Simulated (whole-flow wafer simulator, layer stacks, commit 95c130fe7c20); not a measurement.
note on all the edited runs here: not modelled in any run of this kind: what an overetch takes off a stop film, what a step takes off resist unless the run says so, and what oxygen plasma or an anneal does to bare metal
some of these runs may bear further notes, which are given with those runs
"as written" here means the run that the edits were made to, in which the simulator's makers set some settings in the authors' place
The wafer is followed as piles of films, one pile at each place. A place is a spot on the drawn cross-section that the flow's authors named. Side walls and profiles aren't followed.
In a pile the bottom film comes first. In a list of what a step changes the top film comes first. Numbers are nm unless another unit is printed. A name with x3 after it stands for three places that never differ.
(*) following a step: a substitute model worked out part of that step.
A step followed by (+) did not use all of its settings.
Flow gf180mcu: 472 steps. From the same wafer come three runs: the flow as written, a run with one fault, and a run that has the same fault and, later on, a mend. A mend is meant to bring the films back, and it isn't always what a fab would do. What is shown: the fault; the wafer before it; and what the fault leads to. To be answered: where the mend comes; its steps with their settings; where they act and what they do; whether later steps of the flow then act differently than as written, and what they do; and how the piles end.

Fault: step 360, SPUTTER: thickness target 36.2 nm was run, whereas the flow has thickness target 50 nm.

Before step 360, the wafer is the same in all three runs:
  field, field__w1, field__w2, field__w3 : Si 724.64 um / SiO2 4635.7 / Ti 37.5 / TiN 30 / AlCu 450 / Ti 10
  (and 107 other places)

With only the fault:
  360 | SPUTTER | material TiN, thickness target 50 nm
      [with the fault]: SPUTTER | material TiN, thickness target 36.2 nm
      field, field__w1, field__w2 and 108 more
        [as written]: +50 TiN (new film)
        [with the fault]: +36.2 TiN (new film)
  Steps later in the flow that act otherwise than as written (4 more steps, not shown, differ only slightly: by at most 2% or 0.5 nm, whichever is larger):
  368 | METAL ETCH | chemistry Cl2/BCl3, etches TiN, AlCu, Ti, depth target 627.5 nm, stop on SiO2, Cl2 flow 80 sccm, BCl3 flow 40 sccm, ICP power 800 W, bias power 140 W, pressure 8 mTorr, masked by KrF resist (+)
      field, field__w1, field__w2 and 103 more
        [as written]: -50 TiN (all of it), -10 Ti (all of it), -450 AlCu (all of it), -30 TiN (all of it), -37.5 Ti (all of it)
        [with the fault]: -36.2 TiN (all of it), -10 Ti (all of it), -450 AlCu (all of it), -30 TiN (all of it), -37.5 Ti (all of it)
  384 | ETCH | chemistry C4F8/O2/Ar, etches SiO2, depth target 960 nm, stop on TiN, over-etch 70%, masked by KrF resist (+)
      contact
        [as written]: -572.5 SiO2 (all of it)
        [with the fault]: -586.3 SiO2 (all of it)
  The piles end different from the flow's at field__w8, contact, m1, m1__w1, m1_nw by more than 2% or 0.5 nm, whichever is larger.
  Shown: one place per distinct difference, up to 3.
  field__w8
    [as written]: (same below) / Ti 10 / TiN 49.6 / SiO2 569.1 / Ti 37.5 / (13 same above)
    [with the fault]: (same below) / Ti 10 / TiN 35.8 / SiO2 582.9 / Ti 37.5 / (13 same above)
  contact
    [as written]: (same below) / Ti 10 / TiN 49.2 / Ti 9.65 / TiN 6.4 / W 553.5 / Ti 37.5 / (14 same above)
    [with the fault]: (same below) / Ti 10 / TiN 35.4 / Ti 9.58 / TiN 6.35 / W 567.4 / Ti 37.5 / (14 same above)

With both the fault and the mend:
  The mend stands after step 367.
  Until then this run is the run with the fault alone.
  367a | STRIP | chemistry O2/N2, power 2160 W, pressure 1700 mTorr (*)
      field__w8, contact, m1, m1__w1, m1_nw
        -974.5 KrF resist (all of it)
  367b | SPUTTER | material TiN, thickness target 13.8 nm (the flow's step 360 again, with other settings)
      field, field__w1, field__w2 and 108 more
        +13.8 TiN
  367c | HMDS | 120 C, 60 s (the flow's step 362 again)
      leaves every film unchanged at each place that is followed
  367d | COAT | KrF resist, thickness 1000 nm (the flow's step 363 again)
      field, field__w1, field__w2 and 108 more
        +1000 KrF resist (new film)
  367e | SOFTBAKE | KrF resist (the flow's step 364 again)
      leaves every film unchanged at each place that is followed
  367f | EXPOSE | photomask Metal4 (the flow's step 365 again)
      leaves every film unchanged at each place that is followed
  367g | PEB | KrF resist, 135 C, 90 s (the flow's step 366 again)
      field, field__w1, field__w2 and 108 more
        -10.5 KrF resist
  367h | DEVELOP | thickness 1000 nm, 60 s (the flow's step 367 again)
      field, field__w1, field__w2 and 103 more
        -989.5 KrF resist (all of it)
      field__w8, contact, m1, m1__w1, m1_nw
        -14.9 KrF resist
  Later steps of the flow that are run all act as written at every place that is followed.
  By the end, the piles equal the flow's at every place that both follow.
